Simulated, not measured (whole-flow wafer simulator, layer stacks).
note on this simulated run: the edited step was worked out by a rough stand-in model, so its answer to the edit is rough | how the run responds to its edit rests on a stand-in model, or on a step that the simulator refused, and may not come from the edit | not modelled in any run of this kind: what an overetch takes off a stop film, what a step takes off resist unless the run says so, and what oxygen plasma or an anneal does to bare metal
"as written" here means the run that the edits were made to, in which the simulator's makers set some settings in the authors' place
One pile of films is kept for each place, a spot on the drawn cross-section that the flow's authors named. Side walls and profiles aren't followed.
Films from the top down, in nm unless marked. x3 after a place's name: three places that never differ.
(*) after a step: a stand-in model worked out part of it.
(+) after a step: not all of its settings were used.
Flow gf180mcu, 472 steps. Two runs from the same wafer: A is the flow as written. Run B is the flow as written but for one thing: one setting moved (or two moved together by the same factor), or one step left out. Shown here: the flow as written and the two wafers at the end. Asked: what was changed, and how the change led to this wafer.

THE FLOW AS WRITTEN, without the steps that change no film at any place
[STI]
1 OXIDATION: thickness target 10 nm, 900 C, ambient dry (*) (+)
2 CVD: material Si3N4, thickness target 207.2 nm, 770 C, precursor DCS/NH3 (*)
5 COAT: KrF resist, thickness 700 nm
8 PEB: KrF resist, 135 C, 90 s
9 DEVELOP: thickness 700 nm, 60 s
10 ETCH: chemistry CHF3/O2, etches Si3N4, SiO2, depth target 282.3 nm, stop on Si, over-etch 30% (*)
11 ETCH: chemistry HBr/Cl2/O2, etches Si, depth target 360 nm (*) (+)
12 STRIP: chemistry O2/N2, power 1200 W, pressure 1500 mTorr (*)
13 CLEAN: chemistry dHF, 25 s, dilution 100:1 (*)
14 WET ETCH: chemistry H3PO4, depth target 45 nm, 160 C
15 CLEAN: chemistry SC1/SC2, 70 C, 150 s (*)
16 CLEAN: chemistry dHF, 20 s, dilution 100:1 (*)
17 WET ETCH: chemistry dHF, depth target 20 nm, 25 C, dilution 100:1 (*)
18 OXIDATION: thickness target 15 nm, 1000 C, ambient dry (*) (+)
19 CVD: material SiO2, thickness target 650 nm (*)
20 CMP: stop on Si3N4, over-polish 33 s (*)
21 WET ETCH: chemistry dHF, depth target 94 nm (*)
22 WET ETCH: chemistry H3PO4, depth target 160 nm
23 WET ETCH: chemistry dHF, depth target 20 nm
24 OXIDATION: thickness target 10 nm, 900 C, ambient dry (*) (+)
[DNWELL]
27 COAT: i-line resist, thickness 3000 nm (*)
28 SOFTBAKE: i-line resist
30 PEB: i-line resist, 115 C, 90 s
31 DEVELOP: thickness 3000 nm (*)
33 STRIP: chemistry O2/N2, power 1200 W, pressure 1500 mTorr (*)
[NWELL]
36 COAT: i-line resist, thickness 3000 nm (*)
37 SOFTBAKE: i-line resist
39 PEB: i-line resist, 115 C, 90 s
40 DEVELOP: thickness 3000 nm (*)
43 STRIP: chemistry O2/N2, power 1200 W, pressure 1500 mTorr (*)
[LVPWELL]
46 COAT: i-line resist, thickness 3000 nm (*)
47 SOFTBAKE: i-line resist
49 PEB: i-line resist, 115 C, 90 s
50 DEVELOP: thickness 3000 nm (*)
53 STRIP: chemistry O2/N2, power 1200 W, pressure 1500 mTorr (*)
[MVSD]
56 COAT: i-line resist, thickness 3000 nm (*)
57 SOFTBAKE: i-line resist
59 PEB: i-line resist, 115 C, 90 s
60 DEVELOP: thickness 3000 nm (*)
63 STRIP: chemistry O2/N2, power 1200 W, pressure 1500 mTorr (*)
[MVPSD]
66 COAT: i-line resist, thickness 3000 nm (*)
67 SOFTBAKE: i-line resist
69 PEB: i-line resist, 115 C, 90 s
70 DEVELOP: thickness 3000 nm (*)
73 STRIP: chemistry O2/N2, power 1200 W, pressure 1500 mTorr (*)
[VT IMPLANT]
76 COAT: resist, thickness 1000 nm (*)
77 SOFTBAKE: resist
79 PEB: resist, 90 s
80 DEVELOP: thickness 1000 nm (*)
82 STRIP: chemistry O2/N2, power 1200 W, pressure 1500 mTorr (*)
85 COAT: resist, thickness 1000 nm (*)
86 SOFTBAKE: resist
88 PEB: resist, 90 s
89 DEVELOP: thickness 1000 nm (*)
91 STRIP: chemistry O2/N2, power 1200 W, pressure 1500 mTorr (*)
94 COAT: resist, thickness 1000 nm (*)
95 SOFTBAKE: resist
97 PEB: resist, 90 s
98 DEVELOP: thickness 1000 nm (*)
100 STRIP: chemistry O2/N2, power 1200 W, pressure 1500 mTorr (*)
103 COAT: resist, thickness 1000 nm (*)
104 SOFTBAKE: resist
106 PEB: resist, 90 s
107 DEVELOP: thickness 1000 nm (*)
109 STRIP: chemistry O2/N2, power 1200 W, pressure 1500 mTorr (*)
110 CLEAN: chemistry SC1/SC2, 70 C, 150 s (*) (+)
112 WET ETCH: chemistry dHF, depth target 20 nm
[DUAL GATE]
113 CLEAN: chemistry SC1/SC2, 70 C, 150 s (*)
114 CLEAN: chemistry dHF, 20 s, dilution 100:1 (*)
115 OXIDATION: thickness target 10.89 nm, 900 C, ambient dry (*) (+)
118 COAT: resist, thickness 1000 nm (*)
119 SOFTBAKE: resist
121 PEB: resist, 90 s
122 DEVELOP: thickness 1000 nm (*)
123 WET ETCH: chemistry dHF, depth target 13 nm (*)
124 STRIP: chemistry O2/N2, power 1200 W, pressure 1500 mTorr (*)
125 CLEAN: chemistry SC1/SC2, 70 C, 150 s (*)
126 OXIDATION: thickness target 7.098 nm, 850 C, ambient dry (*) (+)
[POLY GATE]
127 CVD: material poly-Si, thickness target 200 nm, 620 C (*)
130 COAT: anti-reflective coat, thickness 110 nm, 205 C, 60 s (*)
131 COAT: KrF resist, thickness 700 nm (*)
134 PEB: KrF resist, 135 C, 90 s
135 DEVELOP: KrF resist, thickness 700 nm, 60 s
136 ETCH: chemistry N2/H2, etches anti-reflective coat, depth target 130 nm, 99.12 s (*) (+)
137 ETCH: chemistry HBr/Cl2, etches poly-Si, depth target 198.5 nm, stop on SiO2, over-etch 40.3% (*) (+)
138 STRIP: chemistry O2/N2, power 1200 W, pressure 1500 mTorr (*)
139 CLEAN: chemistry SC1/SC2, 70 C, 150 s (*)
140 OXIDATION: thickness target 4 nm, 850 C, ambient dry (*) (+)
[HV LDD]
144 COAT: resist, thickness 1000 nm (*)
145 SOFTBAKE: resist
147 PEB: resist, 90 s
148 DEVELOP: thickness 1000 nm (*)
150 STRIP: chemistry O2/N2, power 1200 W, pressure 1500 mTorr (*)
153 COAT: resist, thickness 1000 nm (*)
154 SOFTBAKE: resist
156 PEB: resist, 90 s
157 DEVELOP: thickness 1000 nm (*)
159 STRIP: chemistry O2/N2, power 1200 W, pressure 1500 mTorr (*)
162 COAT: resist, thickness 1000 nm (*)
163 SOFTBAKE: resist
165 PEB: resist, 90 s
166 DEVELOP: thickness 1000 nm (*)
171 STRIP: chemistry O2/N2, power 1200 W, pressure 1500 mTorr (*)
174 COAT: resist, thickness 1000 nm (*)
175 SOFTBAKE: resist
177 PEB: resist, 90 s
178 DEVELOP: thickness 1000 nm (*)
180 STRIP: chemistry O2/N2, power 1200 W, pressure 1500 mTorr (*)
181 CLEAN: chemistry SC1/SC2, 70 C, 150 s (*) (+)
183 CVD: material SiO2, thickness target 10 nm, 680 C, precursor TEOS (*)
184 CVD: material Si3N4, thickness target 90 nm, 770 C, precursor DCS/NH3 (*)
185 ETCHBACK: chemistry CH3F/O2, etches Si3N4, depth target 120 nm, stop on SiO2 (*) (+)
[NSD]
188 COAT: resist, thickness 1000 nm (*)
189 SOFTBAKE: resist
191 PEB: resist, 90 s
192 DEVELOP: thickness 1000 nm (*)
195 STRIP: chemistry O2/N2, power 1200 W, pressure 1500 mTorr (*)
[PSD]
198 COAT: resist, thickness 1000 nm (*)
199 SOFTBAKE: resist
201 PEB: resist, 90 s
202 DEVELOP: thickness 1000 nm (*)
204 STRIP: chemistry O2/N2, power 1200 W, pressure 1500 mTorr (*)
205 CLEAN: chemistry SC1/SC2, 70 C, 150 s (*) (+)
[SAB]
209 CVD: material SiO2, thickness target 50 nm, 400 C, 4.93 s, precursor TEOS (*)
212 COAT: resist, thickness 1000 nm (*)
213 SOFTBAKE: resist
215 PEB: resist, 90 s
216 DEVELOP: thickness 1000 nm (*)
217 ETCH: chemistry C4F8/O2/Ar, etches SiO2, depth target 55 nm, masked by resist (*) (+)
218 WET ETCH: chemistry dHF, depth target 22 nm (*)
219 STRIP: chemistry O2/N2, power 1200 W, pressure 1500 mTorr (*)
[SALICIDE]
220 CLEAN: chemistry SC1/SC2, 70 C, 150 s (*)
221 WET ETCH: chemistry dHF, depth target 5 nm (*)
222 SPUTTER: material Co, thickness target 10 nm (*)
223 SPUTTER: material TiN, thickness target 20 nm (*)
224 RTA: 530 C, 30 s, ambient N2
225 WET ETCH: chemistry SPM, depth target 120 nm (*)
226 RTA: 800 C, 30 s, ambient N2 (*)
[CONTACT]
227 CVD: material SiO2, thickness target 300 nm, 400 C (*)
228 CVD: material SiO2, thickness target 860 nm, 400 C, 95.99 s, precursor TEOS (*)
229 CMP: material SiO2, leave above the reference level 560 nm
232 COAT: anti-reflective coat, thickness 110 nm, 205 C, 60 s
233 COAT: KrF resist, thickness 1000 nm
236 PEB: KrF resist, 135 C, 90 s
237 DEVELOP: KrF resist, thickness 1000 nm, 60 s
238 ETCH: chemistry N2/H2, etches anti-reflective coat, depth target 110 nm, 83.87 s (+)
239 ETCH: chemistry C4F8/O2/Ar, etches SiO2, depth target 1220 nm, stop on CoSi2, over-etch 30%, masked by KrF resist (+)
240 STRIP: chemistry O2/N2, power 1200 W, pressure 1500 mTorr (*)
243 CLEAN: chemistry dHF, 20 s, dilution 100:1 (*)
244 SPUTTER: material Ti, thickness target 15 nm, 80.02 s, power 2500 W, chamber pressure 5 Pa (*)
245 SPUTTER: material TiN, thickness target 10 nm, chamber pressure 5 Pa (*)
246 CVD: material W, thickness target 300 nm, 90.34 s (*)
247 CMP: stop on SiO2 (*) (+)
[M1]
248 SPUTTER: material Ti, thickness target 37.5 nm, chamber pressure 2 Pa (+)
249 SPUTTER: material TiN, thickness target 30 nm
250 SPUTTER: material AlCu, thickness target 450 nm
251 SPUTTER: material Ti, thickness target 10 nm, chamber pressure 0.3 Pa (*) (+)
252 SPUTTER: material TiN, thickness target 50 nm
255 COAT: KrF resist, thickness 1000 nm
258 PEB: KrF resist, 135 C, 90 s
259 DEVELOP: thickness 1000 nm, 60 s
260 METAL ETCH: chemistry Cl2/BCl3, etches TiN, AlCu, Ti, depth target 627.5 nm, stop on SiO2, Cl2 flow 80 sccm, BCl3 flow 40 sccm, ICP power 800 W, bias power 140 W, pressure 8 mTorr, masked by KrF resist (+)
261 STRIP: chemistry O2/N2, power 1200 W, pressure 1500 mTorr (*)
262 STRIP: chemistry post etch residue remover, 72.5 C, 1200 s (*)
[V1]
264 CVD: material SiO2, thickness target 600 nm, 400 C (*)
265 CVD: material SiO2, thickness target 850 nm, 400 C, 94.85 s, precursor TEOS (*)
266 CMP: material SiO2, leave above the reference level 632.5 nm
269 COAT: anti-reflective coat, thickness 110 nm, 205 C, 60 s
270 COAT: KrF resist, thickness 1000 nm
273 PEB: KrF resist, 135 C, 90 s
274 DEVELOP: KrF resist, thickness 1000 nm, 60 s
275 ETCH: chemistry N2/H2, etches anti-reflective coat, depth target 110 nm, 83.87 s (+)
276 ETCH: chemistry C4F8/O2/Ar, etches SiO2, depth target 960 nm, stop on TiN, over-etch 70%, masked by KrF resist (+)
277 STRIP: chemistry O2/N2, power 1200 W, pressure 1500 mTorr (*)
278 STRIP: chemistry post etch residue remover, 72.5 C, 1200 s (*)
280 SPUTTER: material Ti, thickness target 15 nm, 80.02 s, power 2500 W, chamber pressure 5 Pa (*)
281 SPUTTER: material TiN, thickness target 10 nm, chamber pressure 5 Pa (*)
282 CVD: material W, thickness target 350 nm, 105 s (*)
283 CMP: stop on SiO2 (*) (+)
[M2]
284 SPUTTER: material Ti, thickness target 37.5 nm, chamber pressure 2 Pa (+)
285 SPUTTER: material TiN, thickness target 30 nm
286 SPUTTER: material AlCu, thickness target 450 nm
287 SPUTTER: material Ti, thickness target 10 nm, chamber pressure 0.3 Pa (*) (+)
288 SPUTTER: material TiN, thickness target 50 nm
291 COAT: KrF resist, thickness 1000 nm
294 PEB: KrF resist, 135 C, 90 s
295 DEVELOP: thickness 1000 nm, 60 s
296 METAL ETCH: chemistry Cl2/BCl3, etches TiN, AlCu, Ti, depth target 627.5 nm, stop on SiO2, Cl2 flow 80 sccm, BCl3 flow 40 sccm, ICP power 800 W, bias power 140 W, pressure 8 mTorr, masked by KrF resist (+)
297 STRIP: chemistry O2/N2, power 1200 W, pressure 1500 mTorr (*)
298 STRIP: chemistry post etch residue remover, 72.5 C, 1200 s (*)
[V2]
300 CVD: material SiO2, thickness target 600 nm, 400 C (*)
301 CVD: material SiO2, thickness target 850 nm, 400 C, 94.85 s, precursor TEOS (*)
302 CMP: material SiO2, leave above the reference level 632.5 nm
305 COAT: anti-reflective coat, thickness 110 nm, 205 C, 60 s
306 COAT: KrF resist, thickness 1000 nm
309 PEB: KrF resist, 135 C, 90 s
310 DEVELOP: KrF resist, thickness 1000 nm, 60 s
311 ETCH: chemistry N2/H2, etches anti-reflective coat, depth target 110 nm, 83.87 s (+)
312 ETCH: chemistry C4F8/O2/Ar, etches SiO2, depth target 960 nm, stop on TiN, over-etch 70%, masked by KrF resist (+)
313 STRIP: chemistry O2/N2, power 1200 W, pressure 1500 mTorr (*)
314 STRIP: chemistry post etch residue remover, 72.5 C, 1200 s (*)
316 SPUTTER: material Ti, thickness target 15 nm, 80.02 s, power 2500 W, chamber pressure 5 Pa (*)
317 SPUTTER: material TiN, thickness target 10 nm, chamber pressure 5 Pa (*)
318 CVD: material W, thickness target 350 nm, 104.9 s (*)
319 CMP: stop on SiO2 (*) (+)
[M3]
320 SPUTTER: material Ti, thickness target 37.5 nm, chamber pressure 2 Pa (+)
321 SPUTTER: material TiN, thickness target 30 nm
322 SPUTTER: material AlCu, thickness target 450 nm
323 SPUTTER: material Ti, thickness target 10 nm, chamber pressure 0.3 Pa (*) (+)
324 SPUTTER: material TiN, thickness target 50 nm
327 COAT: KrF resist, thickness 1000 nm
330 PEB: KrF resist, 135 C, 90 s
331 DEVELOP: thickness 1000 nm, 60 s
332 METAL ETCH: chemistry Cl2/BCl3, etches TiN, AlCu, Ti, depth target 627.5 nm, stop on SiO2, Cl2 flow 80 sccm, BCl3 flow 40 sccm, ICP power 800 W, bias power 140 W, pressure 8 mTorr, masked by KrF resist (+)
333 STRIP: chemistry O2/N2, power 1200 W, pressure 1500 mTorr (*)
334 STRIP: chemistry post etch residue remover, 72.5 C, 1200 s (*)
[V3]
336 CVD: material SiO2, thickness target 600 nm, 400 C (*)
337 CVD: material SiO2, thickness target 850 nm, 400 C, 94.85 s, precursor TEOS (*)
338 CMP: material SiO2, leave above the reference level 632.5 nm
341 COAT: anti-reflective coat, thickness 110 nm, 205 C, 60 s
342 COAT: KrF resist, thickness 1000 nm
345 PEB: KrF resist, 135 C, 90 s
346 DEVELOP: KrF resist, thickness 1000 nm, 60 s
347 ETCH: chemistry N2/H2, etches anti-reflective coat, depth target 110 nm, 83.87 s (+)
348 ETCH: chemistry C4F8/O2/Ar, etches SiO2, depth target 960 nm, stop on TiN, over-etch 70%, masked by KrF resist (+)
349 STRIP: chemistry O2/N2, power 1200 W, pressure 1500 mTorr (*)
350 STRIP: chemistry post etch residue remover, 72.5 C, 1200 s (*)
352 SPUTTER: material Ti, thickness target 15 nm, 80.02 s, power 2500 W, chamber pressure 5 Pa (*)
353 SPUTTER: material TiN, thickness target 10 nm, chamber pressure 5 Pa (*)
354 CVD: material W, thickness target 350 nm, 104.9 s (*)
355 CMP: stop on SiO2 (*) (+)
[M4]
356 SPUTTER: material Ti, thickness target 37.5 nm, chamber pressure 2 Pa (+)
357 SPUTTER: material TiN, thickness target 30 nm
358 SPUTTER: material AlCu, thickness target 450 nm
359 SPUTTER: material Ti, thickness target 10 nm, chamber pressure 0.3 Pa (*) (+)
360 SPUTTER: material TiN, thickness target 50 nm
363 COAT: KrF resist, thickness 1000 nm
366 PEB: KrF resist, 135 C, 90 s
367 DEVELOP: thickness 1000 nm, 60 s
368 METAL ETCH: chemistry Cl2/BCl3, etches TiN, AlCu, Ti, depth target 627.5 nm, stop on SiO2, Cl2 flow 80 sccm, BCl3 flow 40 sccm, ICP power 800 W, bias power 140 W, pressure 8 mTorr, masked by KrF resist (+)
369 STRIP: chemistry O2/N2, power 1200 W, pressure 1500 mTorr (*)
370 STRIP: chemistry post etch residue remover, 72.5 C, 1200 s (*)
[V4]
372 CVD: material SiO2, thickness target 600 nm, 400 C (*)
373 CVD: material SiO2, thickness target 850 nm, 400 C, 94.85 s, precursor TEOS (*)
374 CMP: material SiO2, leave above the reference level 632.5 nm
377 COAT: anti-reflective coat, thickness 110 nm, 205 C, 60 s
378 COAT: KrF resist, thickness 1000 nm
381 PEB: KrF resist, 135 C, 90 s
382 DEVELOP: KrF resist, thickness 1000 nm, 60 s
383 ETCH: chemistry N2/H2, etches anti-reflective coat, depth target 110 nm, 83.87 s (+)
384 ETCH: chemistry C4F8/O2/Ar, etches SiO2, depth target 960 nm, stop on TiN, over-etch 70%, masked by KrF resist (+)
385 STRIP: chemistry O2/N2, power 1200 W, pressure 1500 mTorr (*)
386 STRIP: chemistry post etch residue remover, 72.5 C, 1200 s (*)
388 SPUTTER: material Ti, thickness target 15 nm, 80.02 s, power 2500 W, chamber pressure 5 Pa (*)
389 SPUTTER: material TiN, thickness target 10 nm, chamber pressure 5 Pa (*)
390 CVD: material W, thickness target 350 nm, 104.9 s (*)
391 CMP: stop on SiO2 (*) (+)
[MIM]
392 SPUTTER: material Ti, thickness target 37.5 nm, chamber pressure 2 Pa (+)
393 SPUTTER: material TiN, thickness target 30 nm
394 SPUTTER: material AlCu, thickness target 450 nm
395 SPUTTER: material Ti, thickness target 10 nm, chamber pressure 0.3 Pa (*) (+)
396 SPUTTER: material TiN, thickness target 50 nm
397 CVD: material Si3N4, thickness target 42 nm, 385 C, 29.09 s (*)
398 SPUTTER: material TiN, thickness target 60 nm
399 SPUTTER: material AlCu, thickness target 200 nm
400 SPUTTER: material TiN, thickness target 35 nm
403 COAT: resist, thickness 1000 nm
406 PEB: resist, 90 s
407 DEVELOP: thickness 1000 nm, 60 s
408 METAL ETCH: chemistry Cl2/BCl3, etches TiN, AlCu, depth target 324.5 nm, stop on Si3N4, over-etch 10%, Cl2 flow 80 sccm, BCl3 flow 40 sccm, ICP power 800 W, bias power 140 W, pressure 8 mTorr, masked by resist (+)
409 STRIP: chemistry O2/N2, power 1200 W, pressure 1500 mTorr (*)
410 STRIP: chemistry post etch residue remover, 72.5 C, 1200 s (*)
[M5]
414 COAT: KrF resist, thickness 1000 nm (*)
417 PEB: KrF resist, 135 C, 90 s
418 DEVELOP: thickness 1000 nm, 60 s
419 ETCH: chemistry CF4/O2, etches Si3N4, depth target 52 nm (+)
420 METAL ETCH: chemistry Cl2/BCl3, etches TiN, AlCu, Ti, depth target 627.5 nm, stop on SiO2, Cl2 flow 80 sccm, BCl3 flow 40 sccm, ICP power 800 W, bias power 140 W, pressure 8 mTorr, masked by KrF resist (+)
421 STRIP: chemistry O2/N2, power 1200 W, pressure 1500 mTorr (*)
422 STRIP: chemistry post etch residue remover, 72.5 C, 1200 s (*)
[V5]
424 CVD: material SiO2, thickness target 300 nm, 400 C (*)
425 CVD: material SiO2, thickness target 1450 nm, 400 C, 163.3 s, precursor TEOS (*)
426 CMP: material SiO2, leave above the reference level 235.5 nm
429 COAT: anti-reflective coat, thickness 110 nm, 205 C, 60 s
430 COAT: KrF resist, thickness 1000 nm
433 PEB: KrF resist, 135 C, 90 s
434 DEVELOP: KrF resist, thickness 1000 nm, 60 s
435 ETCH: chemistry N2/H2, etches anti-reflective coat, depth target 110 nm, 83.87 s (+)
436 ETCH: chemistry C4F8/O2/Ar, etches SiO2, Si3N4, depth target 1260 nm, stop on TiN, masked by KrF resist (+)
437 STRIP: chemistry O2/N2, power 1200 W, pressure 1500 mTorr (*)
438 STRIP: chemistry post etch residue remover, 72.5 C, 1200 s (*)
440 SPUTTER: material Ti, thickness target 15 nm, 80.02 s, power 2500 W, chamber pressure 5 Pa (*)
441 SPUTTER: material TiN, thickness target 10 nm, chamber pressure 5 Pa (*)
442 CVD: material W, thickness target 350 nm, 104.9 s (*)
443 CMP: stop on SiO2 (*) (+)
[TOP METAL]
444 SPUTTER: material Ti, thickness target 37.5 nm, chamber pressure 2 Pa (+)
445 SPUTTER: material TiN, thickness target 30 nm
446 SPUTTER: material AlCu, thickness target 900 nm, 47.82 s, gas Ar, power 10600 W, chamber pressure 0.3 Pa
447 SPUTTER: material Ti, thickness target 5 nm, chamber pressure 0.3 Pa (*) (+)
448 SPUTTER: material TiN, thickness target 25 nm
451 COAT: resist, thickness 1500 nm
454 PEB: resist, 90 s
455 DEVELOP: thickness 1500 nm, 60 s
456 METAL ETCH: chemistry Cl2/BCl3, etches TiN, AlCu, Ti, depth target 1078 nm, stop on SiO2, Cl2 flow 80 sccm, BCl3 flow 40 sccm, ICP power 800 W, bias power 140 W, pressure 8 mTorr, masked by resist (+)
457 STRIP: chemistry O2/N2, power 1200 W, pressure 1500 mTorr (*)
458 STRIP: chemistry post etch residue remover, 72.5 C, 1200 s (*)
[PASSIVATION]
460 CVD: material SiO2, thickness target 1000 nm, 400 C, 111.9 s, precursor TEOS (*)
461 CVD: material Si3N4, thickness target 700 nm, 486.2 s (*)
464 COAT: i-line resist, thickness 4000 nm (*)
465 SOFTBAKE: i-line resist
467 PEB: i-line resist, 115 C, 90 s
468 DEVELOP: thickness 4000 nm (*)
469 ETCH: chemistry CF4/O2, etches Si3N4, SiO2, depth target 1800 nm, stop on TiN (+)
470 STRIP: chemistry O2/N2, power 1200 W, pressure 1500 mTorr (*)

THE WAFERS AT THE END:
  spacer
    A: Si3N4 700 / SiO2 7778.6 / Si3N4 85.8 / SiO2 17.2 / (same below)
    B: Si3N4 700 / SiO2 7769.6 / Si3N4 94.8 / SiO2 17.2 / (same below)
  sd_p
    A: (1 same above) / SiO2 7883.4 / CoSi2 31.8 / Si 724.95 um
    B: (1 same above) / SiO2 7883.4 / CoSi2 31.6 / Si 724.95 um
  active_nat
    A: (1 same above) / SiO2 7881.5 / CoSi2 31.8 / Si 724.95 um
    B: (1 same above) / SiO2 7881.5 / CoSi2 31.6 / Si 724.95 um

The cause: step 184, CVD: thickness target 99 nm was run, where the flow has thickness target 90 nm.

How the change led to this, step by step:
  184 CVD: material Si3N4, thickness target 90 nm, 770 C, precursor DCS/NH3 (*)
      field, field__w1, field__w2 and 101 more: A Si3N4 +90 (new film) | B Si3N4 +99 (new film)
  185 ETCHBACK: chemistry CH3F/O2, etches Si3N4, depth target 120 nm, stop on SiO2 (*) (+)
      field, field__w1, field__w2 and 100 more: A Si3N4 -90 (all of it), SiO2 -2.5 | B Si3N4 -99 (all of it), SiO2 -1.75
  189 SOFTBAKE: resist
      field__w9: A resist +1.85 | B resist -1.04
      nw_enc_fld_lv__w3: A resist +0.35 | B resist -0.53
  199 SOFTBAKE: resist
      field__w9: A resist +1.85 | B resist -1.04
      nw_enc_fld_lv__w3: A resist +0.35 | B resist -0.53
  218 WET ETCH: chemistry dHF, depth target 22 nm (*)
      gate, gate_hv, gate_p and 23 more: A SiO2 -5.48 (all of it) | B SiO2 -6.23 (all of it)
      active, p_well, sd_n, iso_ptap_pw, iso_ntap_nw, iso_ptap_sub, vpnp_e: A SiO2 -9.01 (all of it) | B SiO2 -9.76 (all of it)
      (and at 16 more places)
  226 RTA: 800 C, 30 s, ambient N2 (*)
      ld_drn_p: A CoSi2 +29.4 (new film), CoSi -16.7 (all of it), Si -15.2 | B CoSi2 +28.7 (new film), CoSi -16.3 (all of it), Si -14.9
  229 CMP: material SiO2, leave above the reference level 560 nm
      spacer: A SiO2 -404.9 | B SiO2 -413.9
